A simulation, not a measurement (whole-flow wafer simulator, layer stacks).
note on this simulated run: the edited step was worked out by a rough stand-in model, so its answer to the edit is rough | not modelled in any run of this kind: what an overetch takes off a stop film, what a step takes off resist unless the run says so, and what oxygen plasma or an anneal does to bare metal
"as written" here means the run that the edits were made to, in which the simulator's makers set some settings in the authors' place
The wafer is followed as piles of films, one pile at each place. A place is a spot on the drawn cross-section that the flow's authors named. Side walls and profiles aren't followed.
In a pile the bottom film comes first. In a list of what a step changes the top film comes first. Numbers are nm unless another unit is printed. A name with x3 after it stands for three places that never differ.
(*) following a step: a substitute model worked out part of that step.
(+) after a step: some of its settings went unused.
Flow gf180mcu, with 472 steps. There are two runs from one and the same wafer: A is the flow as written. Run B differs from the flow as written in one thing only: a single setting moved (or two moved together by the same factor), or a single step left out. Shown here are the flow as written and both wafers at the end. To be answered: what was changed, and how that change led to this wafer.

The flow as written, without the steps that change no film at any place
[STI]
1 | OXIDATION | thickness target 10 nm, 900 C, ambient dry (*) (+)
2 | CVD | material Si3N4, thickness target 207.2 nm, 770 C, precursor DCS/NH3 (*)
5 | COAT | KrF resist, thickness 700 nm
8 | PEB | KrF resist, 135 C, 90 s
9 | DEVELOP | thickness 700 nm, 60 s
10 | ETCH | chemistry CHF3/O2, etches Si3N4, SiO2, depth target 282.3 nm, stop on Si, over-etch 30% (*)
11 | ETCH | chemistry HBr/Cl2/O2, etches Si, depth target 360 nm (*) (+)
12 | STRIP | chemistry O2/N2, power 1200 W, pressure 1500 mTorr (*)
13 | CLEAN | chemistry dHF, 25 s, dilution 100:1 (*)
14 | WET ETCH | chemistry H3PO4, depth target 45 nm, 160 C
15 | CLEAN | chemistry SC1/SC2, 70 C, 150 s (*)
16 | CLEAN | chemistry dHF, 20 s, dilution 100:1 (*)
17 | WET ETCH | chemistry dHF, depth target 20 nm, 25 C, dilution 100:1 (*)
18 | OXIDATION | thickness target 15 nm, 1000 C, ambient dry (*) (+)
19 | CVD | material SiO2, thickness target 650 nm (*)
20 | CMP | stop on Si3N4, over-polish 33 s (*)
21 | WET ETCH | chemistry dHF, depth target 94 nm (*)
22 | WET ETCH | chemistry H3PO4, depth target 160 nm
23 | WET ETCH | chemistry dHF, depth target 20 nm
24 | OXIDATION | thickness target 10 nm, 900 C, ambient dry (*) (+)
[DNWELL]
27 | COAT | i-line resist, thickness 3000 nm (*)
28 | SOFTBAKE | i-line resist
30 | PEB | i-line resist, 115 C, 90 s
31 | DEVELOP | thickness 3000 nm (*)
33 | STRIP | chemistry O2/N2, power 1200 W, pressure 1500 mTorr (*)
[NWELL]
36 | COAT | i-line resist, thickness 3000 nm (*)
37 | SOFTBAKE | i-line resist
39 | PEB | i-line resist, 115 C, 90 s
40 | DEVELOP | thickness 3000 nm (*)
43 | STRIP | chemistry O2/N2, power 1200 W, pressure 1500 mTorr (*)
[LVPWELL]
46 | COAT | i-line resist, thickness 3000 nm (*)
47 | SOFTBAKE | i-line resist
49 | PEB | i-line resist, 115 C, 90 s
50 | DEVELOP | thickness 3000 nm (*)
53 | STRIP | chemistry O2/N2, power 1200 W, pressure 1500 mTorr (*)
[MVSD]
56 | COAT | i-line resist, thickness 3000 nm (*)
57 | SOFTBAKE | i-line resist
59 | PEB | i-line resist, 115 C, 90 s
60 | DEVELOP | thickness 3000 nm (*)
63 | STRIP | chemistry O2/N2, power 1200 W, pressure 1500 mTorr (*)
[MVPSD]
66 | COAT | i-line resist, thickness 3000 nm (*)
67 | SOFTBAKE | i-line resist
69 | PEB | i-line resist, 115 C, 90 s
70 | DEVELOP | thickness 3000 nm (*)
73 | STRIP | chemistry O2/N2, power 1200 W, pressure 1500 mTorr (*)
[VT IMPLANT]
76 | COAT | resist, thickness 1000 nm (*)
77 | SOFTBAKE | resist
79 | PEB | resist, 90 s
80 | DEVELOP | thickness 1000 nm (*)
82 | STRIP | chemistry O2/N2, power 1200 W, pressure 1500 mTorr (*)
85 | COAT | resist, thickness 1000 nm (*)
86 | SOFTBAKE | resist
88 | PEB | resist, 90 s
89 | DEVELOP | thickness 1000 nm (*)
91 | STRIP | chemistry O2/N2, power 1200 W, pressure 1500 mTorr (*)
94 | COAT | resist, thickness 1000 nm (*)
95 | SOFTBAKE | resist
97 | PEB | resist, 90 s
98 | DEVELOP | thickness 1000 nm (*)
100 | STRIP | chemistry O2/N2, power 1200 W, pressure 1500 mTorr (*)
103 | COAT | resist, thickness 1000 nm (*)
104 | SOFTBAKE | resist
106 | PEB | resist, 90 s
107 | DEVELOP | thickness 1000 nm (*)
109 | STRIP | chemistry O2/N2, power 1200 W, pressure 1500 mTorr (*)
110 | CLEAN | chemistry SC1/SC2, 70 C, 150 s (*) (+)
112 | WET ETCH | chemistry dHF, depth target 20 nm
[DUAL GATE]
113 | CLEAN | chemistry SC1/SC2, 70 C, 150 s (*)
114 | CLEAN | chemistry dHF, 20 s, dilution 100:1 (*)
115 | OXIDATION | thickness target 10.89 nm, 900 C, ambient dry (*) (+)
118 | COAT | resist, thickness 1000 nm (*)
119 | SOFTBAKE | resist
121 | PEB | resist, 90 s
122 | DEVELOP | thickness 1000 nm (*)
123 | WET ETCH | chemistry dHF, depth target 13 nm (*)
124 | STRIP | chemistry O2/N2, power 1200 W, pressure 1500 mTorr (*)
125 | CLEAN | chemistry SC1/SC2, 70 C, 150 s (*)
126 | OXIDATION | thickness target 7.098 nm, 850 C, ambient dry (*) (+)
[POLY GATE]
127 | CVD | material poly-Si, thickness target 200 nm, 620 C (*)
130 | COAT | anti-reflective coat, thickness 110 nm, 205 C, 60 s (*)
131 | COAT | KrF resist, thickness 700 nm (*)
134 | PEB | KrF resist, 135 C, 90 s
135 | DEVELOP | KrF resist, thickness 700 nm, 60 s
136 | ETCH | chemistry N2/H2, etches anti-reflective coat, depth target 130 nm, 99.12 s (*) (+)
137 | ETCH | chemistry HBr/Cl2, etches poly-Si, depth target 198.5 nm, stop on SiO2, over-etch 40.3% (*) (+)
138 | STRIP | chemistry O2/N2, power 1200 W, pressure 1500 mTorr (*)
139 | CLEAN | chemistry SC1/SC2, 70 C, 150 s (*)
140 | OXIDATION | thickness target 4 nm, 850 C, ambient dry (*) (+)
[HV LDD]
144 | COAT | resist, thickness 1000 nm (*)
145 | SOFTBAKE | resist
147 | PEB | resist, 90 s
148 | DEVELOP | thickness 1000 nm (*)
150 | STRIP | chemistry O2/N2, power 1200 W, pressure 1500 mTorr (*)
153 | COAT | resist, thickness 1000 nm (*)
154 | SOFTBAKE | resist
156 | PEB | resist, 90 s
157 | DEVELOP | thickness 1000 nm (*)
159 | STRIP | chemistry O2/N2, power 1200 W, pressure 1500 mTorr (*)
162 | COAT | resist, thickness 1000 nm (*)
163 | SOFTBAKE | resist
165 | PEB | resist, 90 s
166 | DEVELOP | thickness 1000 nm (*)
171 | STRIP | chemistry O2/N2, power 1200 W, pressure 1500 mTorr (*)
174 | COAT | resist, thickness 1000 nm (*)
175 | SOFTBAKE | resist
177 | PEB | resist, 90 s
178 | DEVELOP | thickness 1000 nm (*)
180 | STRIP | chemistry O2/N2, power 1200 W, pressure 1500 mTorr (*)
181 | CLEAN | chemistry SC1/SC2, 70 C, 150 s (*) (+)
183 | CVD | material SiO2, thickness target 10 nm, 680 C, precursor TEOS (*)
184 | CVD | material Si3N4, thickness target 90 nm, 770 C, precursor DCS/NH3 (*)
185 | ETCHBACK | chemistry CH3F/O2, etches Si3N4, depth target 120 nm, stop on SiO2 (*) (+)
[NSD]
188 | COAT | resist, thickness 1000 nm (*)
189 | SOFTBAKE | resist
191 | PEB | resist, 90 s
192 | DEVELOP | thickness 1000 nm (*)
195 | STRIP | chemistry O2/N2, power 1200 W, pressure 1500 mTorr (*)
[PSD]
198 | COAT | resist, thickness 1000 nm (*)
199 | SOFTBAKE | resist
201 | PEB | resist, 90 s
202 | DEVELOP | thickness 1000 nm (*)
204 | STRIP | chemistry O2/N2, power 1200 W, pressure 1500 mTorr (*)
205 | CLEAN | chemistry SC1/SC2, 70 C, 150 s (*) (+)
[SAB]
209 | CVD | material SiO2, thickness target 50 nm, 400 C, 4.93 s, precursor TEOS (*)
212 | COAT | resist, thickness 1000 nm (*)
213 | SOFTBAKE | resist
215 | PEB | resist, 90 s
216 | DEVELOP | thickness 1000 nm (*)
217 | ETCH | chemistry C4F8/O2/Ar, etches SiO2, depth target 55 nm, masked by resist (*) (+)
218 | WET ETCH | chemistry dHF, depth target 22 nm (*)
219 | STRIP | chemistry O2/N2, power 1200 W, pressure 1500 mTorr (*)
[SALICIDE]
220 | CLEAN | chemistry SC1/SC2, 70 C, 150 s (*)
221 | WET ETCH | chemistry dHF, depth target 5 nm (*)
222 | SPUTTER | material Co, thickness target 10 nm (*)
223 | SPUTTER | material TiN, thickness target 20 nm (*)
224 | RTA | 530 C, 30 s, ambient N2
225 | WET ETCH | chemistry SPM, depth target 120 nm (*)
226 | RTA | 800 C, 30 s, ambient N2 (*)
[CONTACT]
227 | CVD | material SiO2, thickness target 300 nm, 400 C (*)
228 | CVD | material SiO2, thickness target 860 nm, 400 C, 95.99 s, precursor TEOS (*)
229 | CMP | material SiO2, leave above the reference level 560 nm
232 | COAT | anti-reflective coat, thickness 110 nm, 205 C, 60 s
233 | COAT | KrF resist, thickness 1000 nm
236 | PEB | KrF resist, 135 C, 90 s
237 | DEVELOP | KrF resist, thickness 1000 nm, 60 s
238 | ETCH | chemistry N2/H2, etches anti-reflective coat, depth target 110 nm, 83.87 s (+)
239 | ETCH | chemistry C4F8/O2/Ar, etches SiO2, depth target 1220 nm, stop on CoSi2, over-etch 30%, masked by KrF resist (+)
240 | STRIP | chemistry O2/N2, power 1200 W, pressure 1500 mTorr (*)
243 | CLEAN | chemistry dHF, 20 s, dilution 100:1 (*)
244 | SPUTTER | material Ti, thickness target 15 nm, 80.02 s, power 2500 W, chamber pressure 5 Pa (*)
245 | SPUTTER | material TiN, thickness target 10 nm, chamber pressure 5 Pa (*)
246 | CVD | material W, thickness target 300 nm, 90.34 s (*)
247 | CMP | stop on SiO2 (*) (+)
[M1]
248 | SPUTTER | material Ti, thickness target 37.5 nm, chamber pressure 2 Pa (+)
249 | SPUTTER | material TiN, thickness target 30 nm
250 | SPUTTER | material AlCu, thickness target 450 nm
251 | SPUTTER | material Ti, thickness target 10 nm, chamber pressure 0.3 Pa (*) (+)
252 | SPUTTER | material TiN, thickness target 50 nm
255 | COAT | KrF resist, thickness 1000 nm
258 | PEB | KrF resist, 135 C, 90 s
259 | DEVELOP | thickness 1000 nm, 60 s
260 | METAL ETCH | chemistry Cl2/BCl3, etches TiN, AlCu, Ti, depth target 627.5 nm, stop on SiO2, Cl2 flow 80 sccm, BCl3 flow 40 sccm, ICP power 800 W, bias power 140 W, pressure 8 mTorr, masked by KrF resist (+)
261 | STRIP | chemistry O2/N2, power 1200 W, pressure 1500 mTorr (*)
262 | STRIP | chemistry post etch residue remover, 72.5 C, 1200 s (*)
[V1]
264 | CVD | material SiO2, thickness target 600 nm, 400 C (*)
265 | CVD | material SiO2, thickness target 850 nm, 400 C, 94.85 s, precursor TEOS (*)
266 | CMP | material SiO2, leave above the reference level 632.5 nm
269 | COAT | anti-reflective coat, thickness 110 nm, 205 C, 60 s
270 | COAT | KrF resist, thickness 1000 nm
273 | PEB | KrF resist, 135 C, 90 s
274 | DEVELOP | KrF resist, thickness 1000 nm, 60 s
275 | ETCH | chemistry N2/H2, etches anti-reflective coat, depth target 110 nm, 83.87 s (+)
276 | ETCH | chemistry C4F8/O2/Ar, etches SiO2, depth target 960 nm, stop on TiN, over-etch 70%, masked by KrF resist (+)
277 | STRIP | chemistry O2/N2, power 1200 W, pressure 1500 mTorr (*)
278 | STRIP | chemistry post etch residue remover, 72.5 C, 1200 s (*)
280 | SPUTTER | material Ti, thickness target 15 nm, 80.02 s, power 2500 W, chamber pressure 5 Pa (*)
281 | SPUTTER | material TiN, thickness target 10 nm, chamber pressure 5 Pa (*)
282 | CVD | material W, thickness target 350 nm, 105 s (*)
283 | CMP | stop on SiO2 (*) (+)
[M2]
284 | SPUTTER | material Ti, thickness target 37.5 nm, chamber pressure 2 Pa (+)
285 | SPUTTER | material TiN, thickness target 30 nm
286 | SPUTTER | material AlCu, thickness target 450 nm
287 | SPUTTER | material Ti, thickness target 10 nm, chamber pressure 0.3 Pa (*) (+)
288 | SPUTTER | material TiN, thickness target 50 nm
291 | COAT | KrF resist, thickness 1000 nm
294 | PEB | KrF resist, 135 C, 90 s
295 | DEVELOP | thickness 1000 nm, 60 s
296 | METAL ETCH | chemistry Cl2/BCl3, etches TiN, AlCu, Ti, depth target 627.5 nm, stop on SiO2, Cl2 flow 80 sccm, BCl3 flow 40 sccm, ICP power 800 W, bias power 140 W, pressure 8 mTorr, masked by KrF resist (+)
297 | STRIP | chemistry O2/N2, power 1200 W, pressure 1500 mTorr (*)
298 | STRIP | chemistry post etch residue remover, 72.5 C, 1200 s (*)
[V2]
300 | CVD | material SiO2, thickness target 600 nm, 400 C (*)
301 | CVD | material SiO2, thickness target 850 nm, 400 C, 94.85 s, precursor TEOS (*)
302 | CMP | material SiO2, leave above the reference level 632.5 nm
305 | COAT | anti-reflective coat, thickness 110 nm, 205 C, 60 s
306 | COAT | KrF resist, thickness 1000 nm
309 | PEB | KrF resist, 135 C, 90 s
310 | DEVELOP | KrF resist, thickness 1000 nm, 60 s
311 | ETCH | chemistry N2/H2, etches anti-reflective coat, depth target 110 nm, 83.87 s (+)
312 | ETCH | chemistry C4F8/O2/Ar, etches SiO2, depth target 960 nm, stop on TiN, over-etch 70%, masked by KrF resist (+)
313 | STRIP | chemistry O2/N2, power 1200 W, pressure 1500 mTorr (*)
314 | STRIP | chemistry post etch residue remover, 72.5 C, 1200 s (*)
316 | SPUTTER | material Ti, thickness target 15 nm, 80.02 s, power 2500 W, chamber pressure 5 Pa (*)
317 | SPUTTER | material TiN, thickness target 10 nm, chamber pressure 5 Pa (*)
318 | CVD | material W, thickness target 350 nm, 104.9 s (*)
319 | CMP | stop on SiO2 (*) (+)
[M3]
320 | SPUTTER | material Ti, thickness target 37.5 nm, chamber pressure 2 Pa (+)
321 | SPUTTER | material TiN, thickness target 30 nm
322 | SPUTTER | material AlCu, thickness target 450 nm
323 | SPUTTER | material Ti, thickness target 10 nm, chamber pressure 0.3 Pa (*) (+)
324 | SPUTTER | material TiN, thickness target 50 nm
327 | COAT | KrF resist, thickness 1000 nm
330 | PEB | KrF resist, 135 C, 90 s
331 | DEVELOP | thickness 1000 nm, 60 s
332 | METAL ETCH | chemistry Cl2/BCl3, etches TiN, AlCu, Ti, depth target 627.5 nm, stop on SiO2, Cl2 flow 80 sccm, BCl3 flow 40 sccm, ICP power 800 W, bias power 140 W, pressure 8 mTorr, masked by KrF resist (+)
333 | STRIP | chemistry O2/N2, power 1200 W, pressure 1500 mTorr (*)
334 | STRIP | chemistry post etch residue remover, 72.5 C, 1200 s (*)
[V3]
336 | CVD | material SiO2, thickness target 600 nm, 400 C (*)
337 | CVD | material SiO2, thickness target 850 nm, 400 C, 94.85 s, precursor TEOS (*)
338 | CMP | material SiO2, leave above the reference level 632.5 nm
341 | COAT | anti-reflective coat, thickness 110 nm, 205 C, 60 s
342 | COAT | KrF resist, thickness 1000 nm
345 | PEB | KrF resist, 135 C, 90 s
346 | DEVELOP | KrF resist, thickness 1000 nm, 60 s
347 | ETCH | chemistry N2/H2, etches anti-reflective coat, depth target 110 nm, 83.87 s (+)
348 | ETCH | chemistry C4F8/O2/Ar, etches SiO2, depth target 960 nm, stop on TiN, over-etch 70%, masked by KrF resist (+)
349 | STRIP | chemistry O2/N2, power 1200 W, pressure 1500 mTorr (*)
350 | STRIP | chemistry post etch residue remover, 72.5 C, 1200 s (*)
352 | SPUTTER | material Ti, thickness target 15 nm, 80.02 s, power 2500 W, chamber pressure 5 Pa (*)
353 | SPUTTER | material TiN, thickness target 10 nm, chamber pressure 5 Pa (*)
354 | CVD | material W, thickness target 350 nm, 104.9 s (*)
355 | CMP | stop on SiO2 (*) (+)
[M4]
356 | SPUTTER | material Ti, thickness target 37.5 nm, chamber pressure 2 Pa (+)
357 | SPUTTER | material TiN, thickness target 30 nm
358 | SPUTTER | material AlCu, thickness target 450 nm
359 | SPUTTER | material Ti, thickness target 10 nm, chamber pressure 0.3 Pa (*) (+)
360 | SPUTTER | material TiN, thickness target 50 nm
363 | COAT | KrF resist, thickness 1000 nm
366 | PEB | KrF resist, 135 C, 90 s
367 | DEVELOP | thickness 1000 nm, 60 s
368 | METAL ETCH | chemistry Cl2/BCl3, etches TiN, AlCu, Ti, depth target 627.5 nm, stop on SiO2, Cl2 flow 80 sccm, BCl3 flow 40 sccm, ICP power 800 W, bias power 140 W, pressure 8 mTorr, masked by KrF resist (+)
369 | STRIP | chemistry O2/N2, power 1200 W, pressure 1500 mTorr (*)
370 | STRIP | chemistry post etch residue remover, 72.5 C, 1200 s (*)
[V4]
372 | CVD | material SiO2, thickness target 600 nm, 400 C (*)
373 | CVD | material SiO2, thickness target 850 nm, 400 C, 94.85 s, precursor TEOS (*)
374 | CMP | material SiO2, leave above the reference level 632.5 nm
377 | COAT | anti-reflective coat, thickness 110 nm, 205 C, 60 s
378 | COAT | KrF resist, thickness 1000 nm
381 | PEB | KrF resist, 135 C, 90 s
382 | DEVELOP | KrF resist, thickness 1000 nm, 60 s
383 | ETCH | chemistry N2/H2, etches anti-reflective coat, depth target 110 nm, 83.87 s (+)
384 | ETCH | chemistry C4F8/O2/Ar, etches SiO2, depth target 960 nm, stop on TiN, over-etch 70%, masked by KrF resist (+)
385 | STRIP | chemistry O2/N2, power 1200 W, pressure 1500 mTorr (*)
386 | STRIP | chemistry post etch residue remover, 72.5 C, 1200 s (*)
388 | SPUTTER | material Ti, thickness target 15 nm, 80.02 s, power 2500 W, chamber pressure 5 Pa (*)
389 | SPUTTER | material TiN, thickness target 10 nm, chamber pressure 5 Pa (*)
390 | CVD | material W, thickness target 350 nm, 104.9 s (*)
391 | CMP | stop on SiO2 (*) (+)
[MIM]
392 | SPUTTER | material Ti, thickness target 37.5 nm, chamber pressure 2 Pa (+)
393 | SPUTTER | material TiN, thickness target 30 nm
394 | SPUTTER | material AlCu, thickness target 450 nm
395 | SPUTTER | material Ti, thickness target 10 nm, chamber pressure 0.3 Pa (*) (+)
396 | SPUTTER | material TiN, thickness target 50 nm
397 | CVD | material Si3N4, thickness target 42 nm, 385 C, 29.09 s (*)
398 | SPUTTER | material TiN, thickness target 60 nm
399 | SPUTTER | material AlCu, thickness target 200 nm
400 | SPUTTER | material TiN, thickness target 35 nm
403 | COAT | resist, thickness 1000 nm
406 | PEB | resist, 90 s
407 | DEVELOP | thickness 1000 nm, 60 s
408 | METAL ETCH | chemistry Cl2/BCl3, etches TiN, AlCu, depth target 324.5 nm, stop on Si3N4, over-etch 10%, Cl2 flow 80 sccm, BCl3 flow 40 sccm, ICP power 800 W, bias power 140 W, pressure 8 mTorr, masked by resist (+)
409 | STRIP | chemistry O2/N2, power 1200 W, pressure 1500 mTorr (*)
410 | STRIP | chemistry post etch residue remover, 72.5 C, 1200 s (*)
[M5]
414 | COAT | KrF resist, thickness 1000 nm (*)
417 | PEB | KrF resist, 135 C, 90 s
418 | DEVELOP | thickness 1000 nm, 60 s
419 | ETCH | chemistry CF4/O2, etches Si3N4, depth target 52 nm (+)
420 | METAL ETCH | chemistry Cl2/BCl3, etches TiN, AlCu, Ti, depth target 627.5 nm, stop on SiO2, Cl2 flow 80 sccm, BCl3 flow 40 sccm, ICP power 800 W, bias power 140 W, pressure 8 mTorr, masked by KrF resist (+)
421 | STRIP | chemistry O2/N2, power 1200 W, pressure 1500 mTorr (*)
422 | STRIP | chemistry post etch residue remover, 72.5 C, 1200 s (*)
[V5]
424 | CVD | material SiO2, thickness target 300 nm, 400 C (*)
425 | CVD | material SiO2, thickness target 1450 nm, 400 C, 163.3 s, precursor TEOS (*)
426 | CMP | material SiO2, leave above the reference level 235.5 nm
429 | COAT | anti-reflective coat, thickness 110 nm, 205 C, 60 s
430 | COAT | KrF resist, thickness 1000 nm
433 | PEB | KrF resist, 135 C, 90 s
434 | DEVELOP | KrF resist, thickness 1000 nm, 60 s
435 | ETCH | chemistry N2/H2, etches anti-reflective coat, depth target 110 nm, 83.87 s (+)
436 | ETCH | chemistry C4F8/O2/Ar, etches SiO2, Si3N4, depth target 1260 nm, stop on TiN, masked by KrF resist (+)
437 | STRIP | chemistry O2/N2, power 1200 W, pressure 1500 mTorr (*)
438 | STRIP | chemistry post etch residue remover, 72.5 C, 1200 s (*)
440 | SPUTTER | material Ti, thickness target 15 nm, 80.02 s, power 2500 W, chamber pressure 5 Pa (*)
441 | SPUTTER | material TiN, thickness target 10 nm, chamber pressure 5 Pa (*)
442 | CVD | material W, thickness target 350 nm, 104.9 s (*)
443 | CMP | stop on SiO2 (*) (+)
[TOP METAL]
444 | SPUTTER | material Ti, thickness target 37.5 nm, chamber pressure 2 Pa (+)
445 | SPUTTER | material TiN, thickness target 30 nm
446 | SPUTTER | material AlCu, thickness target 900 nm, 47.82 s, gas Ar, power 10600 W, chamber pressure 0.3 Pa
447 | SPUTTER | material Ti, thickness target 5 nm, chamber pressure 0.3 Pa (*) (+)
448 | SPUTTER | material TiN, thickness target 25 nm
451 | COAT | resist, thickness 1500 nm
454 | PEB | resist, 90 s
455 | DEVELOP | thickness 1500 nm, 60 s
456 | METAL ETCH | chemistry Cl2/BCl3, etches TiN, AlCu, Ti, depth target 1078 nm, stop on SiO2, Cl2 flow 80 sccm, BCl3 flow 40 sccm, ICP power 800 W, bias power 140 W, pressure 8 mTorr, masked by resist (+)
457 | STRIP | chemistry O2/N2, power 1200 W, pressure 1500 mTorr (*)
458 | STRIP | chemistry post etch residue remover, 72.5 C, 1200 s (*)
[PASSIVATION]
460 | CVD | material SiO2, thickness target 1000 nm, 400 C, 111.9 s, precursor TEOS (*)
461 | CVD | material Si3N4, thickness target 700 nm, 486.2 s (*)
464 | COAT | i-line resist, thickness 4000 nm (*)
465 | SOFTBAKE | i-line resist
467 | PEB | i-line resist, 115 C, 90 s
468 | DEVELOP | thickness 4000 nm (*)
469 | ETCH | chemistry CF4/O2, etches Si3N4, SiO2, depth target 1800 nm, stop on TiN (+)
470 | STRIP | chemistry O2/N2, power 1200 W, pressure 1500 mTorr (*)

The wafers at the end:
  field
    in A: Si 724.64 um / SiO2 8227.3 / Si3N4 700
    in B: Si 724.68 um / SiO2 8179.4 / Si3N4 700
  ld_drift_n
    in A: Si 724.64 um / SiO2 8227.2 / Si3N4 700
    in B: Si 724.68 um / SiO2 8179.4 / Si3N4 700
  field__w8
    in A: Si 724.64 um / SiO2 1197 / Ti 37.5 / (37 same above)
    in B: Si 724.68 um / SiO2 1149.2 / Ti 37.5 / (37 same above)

The reason: step 11, ETCH: depth target 312 nm was run, whereas the flow has depth target 360 nm.

How this came from the change, step by step:
  11 | ETCH | chemistry HBr/Cl2/O2, etches Si, depth target 360 nm (*) (+)
      active, n_well, p_well and 40 more: A KrF resist loses 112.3 | B KrF resist loses 96.3
      field, field_sub, sti and 34 more: A Si loses 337 | B Si loses 289
  12 | STRIP | chemistry O2/N2, power 1200 W, pressure 1500 mTorr (*)
      active, n_well, p_well and 40 more: A KrF resist loses 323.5 (all of it) | B KrF resist loses 339.5 (all of it)
  19 | CVD | material SiO2, thickness target 650 nm (*)
      m1, ld_fp_n, ld_drift_n and 8 more: A SiO2 gains 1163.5 | B SiO2 gains 1115.5
  20 | CMP | stop on Si3N4, over-polish 33 s (*)
      sti, mim_1p0, pad and 11 more: A SiO2 loses 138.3 | B SiO2 loses 186.3
      nw_enc_fld, nw_enc_fld_lv: A SiO2 loses 142.4 | B SiO2 loses 190.4
      (as well as at 10 more places)
